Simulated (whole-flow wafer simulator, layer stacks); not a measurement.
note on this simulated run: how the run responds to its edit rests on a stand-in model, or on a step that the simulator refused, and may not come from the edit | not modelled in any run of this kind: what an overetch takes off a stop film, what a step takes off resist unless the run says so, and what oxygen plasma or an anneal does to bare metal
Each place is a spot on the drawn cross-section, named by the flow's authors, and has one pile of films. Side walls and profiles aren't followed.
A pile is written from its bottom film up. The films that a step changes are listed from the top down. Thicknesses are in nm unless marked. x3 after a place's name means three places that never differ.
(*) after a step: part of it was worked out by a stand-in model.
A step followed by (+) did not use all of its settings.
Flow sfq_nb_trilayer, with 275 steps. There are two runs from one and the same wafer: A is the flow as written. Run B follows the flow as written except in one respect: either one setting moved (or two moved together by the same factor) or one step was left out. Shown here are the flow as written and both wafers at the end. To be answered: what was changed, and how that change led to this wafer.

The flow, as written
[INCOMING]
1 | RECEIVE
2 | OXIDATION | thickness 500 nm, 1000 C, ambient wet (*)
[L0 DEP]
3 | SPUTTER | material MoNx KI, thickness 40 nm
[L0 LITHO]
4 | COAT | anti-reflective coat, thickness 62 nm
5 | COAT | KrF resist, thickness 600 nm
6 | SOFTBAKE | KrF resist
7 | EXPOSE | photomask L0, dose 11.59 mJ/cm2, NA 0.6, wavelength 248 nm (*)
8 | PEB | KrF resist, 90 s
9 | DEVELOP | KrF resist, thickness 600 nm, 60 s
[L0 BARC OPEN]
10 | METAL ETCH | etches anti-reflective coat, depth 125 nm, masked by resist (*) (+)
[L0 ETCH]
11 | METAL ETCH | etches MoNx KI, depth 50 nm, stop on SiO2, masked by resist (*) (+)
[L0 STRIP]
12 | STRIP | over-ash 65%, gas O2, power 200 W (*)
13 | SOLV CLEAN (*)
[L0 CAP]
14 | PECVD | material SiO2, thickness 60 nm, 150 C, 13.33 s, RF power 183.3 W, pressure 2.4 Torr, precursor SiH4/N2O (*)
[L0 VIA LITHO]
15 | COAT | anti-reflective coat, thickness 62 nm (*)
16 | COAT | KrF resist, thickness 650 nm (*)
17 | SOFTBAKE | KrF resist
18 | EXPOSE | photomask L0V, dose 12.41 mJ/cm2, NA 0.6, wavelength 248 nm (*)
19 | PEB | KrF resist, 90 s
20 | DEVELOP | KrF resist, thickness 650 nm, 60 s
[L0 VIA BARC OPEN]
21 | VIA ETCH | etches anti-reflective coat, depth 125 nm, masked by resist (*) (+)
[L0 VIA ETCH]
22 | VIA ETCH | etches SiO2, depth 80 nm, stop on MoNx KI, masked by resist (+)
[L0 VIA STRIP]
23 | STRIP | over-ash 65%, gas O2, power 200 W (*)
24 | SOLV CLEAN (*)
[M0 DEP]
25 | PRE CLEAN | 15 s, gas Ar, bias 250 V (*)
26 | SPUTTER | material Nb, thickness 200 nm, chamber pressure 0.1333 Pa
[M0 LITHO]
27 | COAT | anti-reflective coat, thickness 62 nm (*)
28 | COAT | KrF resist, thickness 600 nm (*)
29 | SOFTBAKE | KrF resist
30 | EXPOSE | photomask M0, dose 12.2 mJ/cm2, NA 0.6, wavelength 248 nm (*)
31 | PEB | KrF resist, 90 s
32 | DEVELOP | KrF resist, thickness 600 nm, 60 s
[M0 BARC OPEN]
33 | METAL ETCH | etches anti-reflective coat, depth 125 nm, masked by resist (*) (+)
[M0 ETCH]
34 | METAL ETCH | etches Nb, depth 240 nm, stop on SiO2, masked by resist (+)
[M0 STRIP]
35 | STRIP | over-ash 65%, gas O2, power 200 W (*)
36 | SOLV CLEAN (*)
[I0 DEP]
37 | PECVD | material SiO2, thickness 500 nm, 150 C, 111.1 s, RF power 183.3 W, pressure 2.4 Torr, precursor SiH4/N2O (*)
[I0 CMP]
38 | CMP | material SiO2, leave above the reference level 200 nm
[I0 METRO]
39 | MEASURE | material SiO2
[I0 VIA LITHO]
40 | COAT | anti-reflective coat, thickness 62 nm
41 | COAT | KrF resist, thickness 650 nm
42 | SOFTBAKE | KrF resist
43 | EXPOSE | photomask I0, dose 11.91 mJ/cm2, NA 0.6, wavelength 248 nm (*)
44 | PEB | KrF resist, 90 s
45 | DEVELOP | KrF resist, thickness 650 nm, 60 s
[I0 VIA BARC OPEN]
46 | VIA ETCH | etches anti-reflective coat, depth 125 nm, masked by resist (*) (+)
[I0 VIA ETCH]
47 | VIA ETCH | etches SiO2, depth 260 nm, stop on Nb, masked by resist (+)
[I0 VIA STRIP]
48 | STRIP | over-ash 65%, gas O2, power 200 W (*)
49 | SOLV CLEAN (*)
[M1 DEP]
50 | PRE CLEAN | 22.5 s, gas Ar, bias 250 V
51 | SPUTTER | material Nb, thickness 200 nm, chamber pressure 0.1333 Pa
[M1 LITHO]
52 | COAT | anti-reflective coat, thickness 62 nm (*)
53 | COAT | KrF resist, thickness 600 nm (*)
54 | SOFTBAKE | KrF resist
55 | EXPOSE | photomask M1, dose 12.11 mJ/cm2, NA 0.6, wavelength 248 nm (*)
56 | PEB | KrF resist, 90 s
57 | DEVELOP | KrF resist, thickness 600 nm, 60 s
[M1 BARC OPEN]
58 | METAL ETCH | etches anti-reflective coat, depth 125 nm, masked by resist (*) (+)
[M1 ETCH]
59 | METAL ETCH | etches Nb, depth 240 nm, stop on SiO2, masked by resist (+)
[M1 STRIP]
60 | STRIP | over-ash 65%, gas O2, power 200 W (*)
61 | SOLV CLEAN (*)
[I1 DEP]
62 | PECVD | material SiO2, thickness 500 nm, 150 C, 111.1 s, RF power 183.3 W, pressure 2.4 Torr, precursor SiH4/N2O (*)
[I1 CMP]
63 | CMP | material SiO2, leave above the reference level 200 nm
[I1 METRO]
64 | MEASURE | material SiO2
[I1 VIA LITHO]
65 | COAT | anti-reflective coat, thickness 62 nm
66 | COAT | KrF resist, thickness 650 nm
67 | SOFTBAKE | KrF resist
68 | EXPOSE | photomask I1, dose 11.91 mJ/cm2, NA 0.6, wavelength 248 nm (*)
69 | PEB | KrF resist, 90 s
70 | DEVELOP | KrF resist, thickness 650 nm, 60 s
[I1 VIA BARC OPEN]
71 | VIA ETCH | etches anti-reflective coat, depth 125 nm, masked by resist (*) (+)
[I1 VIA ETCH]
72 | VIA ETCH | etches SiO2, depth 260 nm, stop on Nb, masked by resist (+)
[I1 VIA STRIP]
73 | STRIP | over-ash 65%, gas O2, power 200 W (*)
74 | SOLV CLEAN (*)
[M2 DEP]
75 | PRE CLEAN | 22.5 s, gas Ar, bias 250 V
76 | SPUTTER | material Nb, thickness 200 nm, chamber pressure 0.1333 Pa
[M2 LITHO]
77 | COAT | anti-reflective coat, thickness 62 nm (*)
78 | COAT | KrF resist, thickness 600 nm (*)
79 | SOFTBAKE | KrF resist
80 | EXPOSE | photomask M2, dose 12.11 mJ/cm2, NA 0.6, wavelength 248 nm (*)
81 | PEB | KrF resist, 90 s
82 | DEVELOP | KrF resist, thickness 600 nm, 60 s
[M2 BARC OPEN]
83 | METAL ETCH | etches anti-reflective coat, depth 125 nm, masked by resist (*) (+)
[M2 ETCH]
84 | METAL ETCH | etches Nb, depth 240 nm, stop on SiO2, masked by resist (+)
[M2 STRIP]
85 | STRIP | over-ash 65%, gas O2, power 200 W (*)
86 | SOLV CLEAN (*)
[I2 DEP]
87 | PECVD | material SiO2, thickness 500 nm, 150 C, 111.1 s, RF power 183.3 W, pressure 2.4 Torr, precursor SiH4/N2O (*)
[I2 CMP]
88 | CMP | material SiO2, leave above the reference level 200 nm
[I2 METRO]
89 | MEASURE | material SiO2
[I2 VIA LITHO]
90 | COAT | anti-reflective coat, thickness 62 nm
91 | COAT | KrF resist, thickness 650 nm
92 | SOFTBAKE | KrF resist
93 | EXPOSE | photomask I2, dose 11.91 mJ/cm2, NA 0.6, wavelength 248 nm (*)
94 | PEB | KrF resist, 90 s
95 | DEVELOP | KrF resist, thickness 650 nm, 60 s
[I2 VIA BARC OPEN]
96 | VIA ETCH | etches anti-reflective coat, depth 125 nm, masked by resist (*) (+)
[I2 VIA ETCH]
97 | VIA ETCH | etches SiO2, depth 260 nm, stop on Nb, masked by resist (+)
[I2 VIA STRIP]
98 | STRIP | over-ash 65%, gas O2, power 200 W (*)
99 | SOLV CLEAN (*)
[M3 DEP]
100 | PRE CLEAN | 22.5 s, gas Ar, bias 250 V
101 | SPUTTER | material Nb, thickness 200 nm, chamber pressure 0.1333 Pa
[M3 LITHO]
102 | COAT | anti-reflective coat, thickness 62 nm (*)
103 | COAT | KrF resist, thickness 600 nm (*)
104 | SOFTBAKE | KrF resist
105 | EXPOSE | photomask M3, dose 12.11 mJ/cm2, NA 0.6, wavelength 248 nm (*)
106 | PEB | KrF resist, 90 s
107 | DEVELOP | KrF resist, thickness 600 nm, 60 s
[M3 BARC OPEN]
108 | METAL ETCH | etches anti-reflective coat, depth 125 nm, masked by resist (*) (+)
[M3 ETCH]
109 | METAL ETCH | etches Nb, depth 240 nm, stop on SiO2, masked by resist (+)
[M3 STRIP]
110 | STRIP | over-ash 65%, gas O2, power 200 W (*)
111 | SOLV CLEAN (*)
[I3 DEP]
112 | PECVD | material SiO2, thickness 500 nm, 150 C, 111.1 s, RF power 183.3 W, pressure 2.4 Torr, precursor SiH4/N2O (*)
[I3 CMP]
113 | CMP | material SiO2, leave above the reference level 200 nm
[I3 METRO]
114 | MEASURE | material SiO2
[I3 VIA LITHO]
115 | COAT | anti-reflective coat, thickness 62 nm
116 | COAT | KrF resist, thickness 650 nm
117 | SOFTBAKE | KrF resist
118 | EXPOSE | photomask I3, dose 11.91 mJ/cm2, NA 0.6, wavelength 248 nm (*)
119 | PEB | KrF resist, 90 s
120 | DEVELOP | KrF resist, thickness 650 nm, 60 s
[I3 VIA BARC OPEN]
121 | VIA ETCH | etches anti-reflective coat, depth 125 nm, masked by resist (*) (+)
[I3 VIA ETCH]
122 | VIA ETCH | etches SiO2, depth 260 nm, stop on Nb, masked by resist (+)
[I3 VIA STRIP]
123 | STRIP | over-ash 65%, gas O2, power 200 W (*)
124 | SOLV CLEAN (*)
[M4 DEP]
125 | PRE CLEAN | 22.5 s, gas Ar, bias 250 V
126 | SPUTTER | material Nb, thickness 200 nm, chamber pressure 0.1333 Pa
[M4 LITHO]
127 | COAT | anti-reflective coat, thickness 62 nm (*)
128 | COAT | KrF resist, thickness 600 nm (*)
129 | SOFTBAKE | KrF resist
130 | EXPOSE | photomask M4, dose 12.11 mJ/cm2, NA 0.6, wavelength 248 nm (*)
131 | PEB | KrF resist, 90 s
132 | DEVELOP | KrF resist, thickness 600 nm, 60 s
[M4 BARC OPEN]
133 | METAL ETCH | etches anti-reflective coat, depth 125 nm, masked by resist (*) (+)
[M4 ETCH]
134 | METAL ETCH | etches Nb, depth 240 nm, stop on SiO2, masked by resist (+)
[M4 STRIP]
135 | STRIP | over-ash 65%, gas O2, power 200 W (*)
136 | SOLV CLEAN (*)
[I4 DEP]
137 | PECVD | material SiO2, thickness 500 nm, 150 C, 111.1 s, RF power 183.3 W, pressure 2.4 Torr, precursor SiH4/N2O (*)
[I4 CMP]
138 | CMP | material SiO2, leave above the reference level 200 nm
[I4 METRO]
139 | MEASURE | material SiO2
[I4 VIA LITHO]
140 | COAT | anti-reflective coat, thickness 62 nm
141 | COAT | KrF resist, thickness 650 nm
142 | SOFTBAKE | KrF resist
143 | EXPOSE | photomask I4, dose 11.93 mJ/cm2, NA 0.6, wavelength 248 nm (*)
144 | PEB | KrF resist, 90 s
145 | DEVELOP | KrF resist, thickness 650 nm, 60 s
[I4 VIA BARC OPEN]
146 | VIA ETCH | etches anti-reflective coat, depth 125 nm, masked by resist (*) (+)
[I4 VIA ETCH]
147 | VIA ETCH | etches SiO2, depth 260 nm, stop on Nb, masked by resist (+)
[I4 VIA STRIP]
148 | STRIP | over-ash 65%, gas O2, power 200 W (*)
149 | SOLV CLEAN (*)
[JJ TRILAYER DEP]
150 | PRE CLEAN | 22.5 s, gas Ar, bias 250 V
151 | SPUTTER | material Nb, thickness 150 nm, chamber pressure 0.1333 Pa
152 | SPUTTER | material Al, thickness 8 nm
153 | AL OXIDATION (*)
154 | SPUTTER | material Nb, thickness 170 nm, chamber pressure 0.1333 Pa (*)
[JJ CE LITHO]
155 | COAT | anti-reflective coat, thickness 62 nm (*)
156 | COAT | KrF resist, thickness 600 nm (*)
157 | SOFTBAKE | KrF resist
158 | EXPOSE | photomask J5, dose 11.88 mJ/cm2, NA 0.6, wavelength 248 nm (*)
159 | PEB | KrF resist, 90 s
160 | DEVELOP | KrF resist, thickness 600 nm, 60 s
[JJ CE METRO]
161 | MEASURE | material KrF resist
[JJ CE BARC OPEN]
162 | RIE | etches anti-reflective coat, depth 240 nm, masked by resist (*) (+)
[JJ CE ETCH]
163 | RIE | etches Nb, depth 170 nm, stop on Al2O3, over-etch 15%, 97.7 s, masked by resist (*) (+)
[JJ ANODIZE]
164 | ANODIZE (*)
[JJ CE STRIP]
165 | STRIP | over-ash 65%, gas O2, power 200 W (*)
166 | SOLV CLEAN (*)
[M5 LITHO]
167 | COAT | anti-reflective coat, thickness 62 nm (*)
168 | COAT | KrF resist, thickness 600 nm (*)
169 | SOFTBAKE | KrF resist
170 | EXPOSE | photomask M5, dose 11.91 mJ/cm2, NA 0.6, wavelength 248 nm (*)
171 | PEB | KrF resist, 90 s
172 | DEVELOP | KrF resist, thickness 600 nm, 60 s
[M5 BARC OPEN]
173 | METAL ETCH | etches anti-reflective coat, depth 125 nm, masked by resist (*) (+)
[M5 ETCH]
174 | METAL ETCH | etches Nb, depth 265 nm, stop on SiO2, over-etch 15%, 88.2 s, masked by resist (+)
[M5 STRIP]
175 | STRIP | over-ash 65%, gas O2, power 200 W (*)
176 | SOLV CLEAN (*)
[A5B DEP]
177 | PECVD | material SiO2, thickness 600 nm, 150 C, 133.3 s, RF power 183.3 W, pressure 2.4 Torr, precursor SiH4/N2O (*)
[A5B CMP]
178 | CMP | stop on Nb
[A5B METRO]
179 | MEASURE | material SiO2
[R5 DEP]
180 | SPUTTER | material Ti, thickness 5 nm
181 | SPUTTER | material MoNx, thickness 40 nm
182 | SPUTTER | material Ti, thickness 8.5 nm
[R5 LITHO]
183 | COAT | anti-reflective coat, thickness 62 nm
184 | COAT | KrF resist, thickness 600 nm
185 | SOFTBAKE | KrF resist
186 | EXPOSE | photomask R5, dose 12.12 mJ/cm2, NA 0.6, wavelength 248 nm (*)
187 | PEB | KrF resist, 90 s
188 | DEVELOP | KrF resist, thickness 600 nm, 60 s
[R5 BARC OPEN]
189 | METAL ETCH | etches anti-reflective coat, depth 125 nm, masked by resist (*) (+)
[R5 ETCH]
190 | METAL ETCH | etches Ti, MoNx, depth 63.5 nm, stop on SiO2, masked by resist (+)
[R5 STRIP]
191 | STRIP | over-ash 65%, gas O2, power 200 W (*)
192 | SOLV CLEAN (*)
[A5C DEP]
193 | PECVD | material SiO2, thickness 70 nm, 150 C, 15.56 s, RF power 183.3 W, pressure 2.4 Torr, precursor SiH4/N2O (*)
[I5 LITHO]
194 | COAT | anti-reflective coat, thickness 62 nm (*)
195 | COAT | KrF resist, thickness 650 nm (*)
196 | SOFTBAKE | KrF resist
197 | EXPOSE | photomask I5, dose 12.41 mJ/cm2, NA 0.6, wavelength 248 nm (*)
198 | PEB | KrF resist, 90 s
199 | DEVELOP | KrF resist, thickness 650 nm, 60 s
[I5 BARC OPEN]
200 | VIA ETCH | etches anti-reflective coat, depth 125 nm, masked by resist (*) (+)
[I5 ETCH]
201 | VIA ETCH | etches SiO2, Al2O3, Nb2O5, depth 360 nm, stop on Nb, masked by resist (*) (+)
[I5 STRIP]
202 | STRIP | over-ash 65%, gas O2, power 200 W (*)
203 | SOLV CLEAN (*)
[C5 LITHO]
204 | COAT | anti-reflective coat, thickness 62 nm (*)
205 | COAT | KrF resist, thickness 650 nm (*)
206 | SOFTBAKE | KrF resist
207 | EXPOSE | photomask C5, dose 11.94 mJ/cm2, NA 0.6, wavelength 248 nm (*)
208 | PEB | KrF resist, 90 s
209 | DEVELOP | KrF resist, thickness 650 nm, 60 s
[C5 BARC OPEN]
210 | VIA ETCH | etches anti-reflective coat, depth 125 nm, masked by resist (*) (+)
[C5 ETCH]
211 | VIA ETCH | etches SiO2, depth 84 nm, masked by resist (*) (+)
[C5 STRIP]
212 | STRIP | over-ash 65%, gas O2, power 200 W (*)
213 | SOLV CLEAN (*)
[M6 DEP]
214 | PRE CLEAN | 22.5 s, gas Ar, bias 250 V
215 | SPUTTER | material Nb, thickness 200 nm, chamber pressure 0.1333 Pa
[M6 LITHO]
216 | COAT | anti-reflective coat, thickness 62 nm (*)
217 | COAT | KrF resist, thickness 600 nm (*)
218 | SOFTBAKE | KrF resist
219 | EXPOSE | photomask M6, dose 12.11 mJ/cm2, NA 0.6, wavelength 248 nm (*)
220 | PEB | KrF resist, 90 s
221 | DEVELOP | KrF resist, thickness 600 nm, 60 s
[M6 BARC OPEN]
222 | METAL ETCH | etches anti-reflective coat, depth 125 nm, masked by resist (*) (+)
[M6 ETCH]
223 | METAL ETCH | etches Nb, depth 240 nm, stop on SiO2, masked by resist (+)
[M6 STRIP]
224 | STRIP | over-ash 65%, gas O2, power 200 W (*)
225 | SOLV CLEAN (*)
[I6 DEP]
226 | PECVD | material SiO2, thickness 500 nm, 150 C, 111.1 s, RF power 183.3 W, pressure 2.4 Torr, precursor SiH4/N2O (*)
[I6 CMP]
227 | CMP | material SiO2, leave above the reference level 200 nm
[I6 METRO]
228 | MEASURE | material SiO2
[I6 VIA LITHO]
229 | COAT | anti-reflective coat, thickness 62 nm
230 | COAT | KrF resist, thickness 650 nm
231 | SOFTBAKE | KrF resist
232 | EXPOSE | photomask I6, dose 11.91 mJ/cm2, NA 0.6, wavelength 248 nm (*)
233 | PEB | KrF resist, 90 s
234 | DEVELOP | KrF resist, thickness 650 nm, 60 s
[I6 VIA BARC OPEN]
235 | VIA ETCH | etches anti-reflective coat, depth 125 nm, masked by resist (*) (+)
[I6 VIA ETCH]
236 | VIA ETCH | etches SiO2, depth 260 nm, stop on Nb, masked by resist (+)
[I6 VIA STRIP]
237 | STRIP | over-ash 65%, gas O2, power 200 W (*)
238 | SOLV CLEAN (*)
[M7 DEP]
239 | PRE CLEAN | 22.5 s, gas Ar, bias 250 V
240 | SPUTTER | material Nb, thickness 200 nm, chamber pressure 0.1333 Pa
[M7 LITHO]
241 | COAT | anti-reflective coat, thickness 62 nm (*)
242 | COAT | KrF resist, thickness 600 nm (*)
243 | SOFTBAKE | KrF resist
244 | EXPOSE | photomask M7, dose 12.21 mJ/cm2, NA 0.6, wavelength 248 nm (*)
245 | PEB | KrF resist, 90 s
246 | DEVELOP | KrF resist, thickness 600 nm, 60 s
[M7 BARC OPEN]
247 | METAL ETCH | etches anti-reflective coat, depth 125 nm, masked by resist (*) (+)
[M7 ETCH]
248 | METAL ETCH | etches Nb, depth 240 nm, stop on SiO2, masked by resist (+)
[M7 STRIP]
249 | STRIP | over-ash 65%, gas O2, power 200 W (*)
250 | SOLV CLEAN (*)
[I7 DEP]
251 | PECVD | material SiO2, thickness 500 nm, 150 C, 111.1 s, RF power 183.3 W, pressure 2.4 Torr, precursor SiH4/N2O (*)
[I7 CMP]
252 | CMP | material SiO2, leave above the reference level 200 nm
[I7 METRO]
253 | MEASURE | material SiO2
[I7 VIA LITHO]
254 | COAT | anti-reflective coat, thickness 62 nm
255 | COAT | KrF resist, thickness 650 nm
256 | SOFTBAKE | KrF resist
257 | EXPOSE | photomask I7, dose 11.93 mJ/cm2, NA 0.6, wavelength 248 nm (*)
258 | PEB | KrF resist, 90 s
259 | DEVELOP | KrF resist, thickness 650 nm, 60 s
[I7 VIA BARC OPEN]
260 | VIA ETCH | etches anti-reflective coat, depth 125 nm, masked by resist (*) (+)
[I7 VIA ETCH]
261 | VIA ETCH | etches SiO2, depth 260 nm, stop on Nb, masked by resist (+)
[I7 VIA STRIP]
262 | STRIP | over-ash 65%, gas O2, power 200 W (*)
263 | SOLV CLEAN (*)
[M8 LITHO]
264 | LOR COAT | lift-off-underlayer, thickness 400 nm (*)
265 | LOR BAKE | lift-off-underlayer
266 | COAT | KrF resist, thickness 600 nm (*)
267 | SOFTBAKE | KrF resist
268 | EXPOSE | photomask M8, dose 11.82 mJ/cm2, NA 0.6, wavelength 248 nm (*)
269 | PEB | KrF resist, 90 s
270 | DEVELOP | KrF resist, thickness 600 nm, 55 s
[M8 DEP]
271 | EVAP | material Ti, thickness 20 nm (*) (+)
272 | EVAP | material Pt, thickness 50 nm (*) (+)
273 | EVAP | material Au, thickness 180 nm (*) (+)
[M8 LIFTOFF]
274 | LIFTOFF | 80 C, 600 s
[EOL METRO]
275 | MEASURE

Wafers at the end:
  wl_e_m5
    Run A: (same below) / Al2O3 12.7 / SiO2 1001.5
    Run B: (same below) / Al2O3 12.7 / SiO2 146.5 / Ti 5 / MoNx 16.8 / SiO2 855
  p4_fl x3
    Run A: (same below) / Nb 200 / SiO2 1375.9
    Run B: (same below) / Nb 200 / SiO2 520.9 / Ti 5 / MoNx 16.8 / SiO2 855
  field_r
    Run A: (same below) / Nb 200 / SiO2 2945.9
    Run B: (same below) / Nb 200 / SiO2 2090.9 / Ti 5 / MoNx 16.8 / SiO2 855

The reason: step 190, METAL ETCH: depth 31.75 nm was run, while the flow as written has depth 63.5 nm.

Step by step, how the change led to this:
  190 | METAL ETCH | etches Ti, MoNx, depth 63.5 nm, stop on SiO2, masked by resist (+)
      field_l, v_sur, via_wl and 92 more: A -8.5 Ti (all of it), -40 MoNx (all of it), -5 Ti (all of it) | B -8.5 Ti (all of it), -23.2 MoNx
      ce_l, c5j, ce_r, wl_jj: A -8.5 Ti (all of it), -40 MoNx (all of it), -5 Ti (all of it), -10 Nb | B -8.5 Ti (all of it), -23.2 MoNx
      (and at 7 other places as well)
  191 | STRIP | over-ash 65%, gas O2, power 200 W (*)
      be_r, r_sur, res, r_end, r5r_line_l, r5r_line_c, r5r_line_r: A -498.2 KrF resist (all of it), -62 anti-reflective coat (all of it) | B -510.9 KrF resist (all of it), -62 anti-reflective coat (all of it)
  193 | PECVD | material SiO2, thickness 70 nm, 150 C, 15.56 s, RF power 183.3 W, pressure 2.4 Torr, precursor SiH4/N2O (*)
      field_l, v_sur, via_wl and 92 more: A +70 SiO2 | B +70 SiO2 (new film)
  194 | COAT | anti-reflective coat, thickness 62 nm (*)
      wl_j_sl, wl_j_sr: A +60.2 anti-reflective coat (new film) | B +62 anti-reflective coat (new film)
      r5r_spacepad_l, r5r_spacepad_r: A +84.4 anti-reflective coat (new film) | B +75 anti-reflective coat (new film)
      (and at 15 other places as well)
  201 | VIA ETCH | etches SiO2, Al2O3, Nb2O5, depth 360 nm, stop on Nb, masked by resist (*) (+)
      be: A -216.4 SiO2 (all of it), -12.7 Al2O3 (all of it), -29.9 Nb2O5 (all of it) | B -69.8 SiO2 (all of it), -16.8 MoNx (all of it), -5 Ti (all of it), -146.5 SiO2 (all of it), -12.7 Al2O3 (all of it), -29.9 Nb2O5 (all of it)
  202 | STRIP | over-ash 65%, gas O2, power 200 W (*)
      wl_j_sl, wl_j_sr: A -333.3 KrF resist (all of it), -60.2 anti-reflective coat (all of it) | B -333.2 KrF resist (all of it), -62 anti-reflective coat (all of it)
      r5r_spacepad_l, r5r_spacepad_r: A -335.6 KrF resist (all of it), -84.4 anti-reflective coat (all of it) | B -334.7 KrF resist (all of it), -75 anti-reflective coat (all of it)
      (and at 15 other places as well)
  204 | COAT | anti-reflective coat, thickness 62 nm (*)
      wl_j_sl, wl_j_sr: A +60.2 anti-reflective coat (new film) | B +62 anti-reflective coat (new film)
      r5r_spacepad_l, r5r_spacepad_r: A +84.4 anti-reflective coat (new film) | B +75 anti-reflective coat (new film)
      (and at 17 other places as well)
  210 | VIA ETCH | etches anti-reflective coat, depth 125 nm, masked by resist (*) (+)
      field_l, v_sur, via_wl and 101 more: A -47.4 KrF resist | B -48.9 KrF resist
      c5j: A -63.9 anti-reflective coat (all of it), -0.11 SiO2 | B -61.2 anti-reflective coat (all of it), -0.13 SiO2
      (and at 1 other place as well)
  211 | VIA ETCH | etches SiO2, depth 84 nm, masked by resist (*) (+)
      c5j: A -69.9 SiO2 (all of it), -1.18 Nb | B -69.9 SiO2 (all of it)
  212 | STRIP | over-ash 65%, gas O2, power 200 W (*)
      wl_j_sl, wl_j_sr: A -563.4 KrF resist (all of it), -60.2 anti-reflective coat (all of it) | B -561.7 KrF resist (all of it), -62 anti-reflective coat (all of it)
      r5r_spacepad_l, r5r_spacepad_r: A -565.8 KrF resist (all of it), -84.4 anti-reflective coat (all of it) | B -563.2 KrF resist (all of it), -75 anti-reflective coat (all of it)
      (and at 15 other places as well)
  214 | PRE CLEAN | 22.5 s, gas Ar, bias 250 V
      c5j: A -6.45 Nb | B -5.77 MoNx
  215 | SPUTTER | material Nb, thickness 200 nm, chamber pressure 0.1333 Pa
      c5j: A +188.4 Nb | B +189.1 Nb (new film)
      be: A +147.3 Nb | B +142.5 Nb
  216 | COAT | anti-reflective coat, thickness 62 nm (*)
      r5r_line_l, r5r_line_c, r5r_line_r: A +50 anti-reflective coat (new film) | B +53.9 anti-reflective coat (new film)
      wl_j_sl, wl_j_sr: A +60.2 anti-reflective coat (new film) | B +62 anti-reflective coat (new film)
      (and at 16 other places as well)
  217 | COAT | KrF resist, thickness 600 nm (*)
      be: A +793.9 KrF resist (new film) | B +812.4 KrF resist (new film)
  222 | METAL ETCH | etches anti-reflective coat, depth 125 nm, masked by resist (*) (+)
      r5r_line_l, r5r_line_c, r5r_line_r: A -50 anti-reflective coat (all of it) | B -53.9 anti-reflective coat (all of it)
      r5r_spacepad_l, r5r_spacepad_r: A -85.7 anti-reflective coat (all of it) | B -75.4 anti-reflective coat (all of it)
      (and at 2 other places as well)
  224 | STRIP | over-ash 65%, gas O2, power 200 W (*)
      wl_j_sl, wl_j_sr: A -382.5 KrF resist (all of it), -60.2 anti-reflective coat (all of it) | B -382.4 KrF resist (all of it), -62 anti-reflective coat (all of it)
      wire: A -369.8 KrF resist (all of it), -48.3 anti-reflective coat (all of it) | B -368 KrF resist (all of it), -47.2 anti-reflective coat (all of it)
      (and at 11 other places as well)
  ... 1 further step ...
  227 | CMP | material SiO2, leave above the reference level 200 nm
      ce_l, ce_r, wl_jj: A -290 SiO2 | B -300 SiO2
      be_r, r_sur, r_end: A -353.5 SiO2 | B -331.8 SiO2
      (and at 7 other places as well)
Taking metal films that touch as one body, wl_e_m5 has 7 bodies (between them, from the top down: SiO2 146.5 / Al2O3 12.7 / Nb2O5 29.9; SiO2 192.5; SiO2 192.5; SiO2 192.5; SiO2 192.5; SiO2 192.5); the flow as written gives 6 bodies (between them, from the top down: SiO2 192.5; SiO2 192.5; SiO2 192.5; SiO2 192.5; SiO2 192.5).
Taking metal films that touch as one body, p4_fl x3 has 3 bodies (between them, from the top down: SiO2 520.9; SiO2 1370); the flow as written gives 2 bodies (between them, from the top down: SiO2 1370).
Taking metal films that touch as one body, field_r has 2 bodies (between them, from the top down: SiO2 2090.9); the flow as written gives 1 body.
